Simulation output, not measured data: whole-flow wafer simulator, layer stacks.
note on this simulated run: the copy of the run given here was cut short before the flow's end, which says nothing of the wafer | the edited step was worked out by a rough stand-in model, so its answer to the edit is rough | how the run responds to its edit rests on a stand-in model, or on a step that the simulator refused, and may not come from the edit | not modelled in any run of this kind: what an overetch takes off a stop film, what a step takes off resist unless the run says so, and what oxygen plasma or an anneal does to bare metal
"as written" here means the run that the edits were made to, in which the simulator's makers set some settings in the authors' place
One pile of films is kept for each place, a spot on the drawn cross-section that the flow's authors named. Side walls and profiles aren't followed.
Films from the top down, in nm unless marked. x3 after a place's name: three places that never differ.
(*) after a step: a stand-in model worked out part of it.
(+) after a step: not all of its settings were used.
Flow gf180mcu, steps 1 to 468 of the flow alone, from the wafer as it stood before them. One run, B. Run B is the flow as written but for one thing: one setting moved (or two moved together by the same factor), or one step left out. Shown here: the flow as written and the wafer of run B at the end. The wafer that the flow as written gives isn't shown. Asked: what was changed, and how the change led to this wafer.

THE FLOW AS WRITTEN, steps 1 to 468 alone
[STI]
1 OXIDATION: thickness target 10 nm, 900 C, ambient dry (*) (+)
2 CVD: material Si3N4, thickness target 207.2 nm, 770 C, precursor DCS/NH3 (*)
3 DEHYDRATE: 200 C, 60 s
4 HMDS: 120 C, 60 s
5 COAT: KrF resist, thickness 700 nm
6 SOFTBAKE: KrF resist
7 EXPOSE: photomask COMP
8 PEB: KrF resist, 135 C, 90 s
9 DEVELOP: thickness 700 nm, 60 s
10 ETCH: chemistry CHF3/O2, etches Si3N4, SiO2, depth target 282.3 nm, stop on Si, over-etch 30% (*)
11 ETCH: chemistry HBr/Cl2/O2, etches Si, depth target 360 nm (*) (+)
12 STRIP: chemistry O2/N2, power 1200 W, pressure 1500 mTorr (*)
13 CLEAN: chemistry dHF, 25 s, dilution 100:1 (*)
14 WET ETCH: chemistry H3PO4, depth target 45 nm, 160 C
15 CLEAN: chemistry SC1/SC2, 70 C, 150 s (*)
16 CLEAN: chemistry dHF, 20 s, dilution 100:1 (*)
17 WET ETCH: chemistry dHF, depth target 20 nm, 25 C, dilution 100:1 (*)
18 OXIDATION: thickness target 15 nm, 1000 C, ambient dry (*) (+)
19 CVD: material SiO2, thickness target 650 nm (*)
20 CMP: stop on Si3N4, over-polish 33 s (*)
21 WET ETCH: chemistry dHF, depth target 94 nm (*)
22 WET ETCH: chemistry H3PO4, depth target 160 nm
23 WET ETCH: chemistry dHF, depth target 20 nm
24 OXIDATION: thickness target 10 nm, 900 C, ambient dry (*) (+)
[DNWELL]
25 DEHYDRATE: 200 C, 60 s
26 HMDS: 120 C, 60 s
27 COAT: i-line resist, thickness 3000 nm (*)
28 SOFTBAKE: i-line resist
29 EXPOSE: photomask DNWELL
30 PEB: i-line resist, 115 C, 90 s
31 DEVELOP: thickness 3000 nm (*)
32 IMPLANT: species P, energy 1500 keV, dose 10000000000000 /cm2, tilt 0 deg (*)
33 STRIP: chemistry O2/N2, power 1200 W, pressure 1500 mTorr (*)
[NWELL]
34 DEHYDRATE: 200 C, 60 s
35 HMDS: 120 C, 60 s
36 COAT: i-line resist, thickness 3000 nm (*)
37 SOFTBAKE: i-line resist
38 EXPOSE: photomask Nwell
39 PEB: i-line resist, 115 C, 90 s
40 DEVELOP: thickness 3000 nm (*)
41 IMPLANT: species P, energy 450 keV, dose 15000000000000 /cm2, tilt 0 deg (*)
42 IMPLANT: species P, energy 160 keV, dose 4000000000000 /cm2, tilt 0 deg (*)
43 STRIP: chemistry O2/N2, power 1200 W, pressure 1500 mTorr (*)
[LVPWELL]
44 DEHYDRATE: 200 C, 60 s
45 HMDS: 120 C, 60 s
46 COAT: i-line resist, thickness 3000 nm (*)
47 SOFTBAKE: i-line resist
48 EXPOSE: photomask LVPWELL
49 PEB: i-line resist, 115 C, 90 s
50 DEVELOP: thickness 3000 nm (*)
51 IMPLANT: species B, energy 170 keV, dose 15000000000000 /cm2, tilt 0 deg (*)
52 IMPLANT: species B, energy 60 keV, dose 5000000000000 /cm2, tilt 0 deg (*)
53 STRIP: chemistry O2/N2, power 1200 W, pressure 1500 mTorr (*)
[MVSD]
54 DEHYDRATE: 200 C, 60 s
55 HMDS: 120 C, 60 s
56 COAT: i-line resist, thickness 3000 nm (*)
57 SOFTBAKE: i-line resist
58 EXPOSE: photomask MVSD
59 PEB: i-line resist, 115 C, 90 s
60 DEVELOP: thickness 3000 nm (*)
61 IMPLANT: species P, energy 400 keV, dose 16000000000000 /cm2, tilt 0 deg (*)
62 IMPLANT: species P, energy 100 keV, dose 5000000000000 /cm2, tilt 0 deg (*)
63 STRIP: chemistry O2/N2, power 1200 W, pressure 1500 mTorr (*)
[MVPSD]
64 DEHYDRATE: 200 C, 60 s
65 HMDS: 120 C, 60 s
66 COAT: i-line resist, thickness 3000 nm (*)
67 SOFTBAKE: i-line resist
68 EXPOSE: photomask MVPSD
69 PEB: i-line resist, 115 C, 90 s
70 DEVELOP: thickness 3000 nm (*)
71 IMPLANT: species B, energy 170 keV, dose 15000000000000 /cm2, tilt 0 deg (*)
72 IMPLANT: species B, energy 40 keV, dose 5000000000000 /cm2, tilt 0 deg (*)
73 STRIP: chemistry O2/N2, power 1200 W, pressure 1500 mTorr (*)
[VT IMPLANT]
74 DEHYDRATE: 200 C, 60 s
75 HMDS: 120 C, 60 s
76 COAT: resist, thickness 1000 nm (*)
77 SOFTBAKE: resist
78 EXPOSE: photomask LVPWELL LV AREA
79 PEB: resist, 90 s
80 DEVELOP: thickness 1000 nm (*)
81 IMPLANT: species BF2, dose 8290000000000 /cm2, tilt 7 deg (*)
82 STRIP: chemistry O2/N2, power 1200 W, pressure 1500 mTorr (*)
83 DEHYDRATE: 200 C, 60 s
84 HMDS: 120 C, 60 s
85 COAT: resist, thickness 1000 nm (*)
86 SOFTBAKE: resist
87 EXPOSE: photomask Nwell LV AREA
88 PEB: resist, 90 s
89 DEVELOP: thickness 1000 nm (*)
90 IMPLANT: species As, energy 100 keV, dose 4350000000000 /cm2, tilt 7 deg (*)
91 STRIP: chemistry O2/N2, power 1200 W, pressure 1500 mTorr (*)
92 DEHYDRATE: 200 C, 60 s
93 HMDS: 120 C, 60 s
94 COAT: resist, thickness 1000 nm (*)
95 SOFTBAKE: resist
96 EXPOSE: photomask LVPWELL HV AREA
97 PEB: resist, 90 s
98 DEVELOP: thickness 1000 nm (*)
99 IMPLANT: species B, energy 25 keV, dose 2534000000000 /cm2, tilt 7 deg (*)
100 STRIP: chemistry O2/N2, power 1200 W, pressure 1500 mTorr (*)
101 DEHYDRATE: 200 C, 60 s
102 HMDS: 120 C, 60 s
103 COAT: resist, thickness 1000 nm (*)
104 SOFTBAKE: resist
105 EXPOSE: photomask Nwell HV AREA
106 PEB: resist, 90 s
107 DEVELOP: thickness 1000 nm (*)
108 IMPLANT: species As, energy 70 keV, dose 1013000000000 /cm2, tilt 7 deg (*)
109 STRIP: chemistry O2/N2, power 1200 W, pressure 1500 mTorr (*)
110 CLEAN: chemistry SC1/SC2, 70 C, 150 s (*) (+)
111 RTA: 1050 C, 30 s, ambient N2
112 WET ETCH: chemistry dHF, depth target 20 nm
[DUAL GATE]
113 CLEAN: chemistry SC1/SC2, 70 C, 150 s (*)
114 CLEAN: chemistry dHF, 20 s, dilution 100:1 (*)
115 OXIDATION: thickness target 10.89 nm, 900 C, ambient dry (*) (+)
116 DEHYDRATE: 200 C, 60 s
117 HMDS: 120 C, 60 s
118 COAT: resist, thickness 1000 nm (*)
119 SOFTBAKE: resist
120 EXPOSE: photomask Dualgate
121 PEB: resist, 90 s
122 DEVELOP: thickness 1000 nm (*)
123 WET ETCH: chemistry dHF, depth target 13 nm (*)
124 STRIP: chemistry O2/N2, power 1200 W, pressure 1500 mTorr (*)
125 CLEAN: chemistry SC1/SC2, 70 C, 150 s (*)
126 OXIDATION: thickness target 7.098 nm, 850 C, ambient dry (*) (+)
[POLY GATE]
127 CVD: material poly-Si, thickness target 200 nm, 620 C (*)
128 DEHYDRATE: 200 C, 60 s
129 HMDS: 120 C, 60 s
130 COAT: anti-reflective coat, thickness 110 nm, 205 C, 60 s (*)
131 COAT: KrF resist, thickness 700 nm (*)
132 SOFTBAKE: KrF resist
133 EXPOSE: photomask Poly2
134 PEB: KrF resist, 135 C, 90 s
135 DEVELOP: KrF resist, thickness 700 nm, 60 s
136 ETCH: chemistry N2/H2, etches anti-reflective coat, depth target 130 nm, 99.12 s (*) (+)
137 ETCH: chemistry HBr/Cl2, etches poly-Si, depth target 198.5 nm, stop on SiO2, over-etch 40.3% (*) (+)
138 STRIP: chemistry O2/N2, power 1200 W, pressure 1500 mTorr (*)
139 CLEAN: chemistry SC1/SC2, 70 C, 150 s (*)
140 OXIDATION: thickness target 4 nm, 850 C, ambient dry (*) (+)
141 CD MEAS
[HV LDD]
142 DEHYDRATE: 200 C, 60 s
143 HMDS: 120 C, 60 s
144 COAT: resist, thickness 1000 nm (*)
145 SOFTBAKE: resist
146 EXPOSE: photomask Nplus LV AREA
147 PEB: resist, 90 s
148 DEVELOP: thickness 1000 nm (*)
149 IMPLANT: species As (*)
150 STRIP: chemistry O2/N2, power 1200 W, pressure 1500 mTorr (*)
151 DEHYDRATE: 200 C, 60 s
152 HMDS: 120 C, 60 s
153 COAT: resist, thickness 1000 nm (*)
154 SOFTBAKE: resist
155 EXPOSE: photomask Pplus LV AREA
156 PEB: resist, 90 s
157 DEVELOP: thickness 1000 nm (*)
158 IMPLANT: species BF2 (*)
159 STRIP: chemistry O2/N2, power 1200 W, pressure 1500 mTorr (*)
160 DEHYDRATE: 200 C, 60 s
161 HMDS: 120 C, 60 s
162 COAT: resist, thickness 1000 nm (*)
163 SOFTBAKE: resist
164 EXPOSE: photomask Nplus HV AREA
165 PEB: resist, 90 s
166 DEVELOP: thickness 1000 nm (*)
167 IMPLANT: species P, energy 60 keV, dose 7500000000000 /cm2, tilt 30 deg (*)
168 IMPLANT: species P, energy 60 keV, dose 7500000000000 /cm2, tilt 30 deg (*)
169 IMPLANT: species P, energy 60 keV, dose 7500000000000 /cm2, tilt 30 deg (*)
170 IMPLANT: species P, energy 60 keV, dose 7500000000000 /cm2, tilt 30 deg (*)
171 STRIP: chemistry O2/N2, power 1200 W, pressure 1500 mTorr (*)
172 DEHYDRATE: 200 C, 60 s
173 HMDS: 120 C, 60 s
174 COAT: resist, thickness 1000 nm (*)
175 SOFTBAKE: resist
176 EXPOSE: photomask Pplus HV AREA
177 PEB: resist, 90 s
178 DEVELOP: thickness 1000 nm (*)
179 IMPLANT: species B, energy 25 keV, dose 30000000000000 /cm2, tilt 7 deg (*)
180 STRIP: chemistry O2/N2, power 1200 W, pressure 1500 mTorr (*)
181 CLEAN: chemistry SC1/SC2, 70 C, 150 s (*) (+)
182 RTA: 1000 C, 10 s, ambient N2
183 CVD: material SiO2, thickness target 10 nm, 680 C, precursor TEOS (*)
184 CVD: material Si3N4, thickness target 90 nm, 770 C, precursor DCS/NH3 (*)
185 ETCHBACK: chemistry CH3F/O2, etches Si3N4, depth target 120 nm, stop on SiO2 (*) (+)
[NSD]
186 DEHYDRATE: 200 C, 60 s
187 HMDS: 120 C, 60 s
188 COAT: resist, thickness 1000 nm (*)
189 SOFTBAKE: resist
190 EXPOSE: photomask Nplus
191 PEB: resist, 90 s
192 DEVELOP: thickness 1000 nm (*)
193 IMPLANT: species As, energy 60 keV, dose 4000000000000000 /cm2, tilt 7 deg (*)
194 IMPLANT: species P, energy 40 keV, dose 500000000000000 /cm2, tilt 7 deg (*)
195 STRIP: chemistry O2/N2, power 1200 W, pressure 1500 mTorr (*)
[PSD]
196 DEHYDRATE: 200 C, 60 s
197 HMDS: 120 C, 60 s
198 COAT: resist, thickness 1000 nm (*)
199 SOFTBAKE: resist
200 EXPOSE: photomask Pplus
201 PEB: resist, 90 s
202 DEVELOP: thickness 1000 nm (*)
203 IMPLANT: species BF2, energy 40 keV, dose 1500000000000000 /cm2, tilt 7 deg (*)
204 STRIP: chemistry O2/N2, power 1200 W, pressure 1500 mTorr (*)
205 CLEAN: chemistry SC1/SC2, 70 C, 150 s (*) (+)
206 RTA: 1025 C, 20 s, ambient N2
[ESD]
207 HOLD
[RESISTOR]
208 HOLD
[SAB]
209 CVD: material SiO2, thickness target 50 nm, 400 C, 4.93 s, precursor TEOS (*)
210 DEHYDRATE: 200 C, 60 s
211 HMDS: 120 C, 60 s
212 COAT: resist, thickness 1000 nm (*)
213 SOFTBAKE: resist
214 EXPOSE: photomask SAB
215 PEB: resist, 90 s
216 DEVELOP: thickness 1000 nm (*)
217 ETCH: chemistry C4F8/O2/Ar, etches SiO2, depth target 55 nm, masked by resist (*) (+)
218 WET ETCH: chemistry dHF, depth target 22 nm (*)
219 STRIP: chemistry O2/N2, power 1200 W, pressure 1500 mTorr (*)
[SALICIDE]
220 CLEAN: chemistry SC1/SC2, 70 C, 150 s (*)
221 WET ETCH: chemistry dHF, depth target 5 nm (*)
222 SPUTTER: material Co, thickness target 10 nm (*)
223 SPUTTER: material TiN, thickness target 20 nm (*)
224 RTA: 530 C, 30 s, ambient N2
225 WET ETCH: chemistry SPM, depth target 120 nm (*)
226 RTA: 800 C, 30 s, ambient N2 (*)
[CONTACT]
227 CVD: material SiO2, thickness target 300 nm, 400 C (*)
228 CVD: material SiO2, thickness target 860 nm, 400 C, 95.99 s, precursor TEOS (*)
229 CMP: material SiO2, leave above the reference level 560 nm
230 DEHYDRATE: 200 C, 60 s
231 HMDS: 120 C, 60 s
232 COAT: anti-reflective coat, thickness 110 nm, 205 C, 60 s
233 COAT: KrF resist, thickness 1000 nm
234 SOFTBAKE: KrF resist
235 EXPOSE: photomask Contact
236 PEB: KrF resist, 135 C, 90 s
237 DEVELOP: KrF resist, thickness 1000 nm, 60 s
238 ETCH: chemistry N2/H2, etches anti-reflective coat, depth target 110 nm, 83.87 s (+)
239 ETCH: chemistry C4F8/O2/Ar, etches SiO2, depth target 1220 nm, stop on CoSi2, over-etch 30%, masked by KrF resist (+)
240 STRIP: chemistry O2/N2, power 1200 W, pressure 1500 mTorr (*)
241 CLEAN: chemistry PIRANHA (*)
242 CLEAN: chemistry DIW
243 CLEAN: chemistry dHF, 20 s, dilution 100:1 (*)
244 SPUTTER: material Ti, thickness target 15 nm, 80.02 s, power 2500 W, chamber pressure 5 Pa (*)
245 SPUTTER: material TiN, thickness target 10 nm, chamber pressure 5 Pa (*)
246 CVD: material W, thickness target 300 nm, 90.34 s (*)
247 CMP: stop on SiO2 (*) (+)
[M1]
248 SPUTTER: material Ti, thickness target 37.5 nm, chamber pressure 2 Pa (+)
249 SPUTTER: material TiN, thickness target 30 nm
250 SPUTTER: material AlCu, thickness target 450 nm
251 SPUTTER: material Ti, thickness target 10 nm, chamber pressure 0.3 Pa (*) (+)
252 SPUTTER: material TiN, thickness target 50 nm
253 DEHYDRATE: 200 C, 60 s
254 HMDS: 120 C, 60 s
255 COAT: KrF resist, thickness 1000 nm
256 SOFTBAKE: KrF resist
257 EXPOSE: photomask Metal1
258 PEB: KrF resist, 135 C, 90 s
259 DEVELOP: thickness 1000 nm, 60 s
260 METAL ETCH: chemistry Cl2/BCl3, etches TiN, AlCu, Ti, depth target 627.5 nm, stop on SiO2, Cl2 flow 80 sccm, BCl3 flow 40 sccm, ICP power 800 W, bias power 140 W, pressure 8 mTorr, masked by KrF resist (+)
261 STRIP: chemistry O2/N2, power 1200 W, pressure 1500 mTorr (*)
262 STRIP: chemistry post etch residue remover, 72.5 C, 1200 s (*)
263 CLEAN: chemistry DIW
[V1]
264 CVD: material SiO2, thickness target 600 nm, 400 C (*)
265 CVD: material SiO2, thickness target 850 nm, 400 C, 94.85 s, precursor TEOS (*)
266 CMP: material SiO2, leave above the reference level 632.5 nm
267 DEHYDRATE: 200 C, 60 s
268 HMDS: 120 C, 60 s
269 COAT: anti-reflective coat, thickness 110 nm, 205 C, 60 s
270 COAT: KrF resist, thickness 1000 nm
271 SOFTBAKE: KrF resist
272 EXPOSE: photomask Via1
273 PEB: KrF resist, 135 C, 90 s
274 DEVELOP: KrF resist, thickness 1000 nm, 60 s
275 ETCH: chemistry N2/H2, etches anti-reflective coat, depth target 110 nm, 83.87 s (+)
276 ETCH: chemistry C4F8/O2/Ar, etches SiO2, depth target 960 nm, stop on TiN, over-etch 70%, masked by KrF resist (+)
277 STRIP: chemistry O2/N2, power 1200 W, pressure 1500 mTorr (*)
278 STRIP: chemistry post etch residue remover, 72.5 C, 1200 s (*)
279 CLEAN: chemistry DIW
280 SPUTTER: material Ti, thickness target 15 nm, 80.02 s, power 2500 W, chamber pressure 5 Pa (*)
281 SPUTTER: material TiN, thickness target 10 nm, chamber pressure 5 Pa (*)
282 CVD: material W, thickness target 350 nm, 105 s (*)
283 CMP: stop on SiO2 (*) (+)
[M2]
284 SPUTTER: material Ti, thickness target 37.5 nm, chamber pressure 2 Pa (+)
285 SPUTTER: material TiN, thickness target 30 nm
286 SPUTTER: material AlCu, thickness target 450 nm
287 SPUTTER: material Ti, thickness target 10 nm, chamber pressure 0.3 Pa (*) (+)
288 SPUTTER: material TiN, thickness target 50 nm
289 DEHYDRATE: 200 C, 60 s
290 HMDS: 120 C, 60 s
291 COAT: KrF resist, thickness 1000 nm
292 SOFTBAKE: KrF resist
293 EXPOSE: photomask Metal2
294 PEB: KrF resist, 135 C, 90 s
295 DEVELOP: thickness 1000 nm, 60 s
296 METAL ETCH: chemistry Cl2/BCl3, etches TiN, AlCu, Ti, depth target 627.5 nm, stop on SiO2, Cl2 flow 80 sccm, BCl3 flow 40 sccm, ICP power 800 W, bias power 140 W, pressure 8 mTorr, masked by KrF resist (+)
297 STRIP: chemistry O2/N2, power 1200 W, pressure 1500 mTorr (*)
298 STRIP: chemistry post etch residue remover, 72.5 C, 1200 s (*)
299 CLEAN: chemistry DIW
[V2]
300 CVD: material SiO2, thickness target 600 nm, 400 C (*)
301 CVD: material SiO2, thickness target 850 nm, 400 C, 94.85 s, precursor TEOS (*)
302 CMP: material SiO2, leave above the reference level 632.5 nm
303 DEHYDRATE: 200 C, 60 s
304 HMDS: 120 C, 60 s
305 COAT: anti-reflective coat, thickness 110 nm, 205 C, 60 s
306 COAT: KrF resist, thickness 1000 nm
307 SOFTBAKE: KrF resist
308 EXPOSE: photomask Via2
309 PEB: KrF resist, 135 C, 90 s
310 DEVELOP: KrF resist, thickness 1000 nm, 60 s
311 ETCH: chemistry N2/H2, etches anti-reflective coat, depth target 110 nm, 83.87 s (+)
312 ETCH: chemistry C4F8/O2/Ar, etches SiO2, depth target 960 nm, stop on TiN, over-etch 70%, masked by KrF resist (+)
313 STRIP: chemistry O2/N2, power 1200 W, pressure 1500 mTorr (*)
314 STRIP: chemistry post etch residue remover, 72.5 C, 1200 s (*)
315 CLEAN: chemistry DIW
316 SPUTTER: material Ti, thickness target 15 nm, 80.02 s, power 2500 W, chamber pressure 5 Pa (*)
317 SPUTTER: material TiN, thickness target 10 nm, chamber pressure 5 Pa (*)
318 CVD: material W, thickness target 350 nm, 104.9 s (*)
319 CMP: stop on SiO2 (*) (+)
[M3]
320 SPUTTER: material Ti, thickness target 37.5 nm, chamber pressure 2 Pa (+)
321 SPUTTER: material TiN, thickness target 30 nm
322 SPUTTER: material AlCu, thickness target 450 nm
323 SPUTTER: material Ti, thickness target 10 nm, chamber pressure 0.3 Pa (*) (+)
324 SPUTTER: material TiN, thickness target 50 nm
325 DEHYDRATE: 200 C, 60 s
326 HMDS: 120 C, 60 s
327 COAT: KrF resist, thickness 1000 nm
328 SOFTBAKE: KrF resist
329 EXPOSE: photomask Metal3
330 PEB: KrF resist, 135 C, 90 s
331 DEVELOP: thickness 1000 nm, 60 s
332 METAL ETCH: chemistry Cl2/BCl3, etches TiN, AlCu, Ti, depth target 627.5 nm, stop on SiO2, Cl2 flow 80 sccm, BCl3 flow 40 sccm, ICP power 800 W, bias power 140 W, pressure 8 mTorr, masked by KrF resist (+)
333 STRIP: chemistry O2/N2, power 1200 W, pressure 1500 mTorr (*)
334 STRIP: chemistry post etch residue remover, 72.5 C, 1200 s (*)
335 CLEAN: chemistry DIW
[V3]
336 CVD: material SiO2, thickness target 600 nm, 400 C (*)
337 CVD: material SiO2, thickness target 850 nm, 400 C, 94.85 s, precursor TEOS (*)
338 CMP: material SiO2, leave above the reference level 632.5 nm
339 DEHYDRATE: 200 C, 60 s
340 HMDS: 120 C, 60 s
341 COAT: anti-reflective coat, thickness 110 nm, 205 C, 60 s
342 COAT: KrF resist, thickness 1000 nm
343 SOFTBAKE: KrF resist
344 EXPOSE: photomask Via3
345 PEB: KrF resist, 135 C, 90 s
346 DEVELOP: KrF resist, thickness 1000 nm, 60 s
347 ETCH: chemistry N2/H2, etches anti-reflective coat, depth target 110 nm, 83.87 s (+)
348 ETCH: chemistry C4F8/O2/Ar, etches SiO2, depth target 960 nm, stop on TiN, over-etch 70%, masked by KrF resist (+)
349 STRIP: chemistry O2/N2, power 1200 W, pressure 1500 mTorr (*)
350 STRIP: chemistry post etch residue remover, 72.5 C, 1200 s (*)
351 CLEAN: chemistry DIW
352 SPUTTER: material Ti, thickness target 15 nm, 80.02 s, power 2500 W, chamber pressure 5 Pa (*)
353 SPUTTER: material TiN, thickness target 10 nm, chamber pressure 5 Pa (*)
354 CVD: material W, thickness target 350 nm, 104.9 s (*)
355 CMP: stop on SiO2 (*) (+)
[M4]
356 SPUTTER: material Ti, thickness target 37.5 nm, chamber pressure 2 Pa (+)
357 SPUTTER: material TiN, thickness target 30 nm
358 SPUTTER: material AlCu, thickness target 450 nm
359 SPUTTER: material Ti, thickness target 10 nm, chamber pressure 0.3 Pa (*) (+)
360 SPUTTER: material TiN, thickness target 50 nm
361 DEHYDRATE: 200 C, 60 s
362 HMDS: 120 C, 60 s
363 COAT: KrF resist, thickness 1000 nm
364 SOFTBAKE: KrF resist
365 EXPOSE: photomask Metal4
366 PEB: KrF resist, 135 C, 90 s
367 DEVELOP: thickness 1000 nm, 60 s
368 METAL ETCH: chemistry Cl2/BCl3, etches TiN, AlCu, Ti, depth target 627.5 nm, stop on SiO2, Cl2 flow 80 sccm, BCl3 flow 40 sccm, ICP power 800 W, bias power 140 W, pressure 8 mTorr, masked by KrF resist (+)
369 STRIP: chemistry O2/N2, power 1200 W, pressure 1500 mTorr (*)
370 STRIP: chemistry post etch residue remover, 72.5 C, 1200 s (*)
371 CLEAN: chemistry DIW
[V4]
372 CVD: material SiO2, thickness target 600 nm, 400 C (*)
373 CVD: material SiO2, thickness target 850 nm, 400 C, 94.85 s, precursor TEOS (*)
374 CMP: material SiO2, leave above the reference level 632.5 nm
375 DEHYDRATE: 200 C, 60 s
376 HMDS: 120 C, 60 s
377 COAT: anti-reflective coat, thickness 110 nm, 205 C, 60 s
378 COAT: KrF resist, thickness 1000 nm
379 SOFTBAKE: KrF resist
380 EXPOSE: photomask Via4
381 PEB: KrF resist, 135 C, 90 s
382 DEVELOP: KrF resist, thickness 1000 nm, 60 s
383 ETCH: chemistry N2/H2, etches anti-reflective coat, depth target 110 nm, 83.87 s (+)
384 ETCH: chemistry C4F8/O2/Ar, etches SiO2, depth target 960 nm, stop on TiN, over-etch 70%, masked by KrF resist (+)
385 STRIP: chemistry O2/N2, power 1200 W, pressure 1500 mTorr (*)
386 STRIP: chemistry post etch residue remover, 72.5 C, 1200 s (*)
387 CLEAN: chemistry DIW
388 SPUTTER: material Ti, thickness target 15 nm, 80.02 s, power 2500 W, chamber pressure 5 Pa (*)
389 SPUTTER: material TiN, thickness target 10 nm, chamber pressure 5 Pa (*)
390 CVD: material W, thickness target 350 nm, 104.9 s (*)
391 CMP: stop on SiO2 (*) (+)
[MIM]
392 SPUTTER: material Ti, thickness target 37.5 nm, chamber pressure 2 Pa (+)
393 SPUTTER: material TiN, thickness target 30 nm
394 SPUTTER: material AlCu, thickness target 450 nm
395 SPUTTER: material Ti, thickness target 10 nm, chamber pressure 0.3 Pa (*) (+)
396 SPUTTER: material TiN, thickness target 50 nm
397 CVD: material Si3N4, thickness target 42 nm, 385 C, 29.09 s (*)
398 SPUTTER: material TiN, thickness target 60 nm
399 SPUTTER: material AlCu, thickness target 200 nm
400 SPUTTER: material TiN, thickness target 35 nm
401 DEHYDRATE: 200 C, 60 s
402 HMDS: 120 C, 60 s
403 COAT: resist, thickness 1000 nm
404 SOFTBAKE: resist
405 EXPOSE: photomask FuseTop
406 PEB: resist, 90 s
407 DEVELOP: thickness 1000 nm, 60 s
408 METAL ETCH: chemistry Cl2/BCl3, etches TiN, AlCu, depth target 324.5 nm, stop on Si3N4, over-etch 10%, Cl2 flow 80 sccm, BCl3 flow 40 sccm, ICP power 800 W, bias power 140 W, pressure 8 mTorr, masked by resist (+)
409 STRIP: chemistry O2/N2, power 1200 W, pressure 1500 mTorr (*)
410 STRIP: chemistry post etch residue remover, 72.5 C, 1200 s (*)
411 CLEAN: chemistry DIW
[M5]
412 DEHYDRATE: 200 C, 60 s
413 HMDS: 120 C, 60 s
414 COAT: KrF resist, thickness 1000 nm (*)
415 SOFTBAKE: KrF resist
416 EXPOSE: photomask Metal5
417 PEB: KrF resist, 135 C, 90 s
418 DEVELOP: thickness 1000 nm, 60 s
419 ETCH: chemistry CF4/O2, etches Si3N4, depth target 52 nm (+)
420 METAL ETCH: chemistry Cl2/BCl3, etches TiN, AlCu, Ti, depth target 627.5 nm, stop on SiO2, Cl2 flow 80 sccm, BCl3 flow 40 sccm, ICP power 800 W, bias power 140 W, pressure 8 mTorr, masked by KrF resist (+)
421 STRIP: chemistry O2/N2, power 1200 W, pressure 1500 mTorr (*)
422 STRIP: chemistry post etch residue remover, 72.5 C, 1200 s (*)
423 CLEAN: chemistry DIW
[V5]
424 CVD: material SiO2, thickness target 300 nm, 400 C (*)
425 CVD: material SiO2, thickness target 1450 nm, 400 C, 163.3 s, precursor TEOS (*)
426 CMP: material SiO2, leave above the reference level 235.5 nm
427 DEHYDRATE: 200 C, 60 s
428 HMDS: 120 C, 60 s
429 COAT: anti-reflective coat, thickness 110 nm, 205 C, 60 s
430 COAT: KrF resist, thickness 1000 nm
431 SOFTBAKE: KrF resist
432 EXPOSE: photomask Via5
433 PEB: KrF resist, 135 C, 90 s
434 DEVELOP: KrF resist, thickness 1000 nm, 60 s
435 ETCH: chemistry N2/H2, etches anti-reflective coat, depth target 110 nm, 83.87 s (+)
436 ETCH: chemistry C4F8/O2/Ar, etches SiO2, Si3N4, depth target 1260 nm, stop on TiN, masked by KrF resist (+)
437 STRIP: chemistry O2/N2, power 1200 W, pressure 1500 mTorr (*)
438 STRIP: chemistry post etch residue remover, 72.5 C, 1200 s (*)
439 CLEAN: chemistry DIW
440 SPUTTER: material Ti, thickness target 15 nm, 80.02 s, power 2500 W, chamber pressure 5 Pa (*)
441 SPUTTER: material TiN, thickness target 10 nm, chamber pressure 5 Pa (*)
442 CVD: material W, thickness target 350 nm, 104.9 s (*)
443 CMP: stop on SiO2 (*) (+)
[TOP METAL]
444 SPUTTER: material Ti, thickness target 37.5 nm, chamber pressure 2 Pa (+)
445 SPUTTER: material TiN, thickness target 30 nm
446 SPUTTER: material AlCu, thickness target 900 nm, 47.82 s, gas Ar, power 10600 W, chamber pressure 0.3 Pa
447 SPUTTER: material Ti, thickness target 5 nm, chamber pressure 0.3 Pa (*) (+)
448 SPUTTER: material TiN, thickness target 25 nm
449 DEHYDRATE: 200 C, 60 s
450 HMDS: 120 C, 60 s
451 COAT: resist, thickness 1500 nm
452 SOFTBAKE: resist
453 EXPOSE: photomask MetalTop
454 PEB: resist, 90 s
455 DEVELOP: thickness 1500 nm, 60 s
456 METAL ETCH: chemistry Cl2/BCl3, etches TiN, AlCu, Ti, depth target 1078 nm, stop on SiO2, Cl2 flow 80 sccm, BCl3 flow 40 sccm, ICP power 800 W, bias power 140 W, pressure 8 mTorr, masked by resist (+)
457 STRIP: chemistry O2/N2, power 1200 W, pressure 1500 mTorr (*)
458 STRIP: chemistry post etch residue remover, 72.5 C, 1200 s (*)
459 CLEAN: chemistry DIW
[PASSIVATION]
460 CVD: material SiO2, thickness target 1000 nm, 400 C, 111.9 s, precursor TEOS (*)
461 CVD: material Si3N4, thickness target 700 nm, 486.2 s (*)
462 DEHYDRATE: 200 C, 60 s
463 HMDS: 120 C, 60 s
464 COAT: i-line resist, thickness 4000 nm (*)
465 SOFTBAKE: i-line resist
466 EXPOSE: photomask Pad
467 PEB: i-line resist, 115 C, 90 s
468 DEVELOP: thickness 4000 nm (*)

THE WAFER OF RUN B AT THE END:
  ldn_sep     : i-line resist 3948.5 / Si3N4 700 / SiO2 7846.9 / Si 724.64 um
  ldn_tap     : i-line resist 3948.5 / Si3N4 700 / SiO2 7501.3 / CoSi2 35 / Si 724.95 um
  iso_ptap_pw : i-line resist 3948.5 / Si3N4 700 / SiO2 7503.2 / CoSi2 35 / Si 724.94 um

The cause: step 460, CVD: 68.57 s was run, where the flow has 111.9 s.

How the change led to this, step by step:
  460 CVD: material SiO2, thickness target 1000 nm, 400 C, 111.9 s, precursor TEOS (*)
      field, field__w1, field__w2 and 103 more: SiO2 +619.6 (as written it would be: SiO2 +1000)
      field__w8, contact, m1, m1__w1, pad, m1_nw: SiO2 +619.6 (new film) (as written it would be: SiO2 +1000 (new film))
  465 SOFTBAKE: i-line resist
      field__w5, field__w9: i-line resist +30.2 (as written it would be: i-line resist +37.3)
      field__w11, field__w13: i-line resist +31.2 (as written it would be: i-line resist +37.9)
      (and at 57 more places)
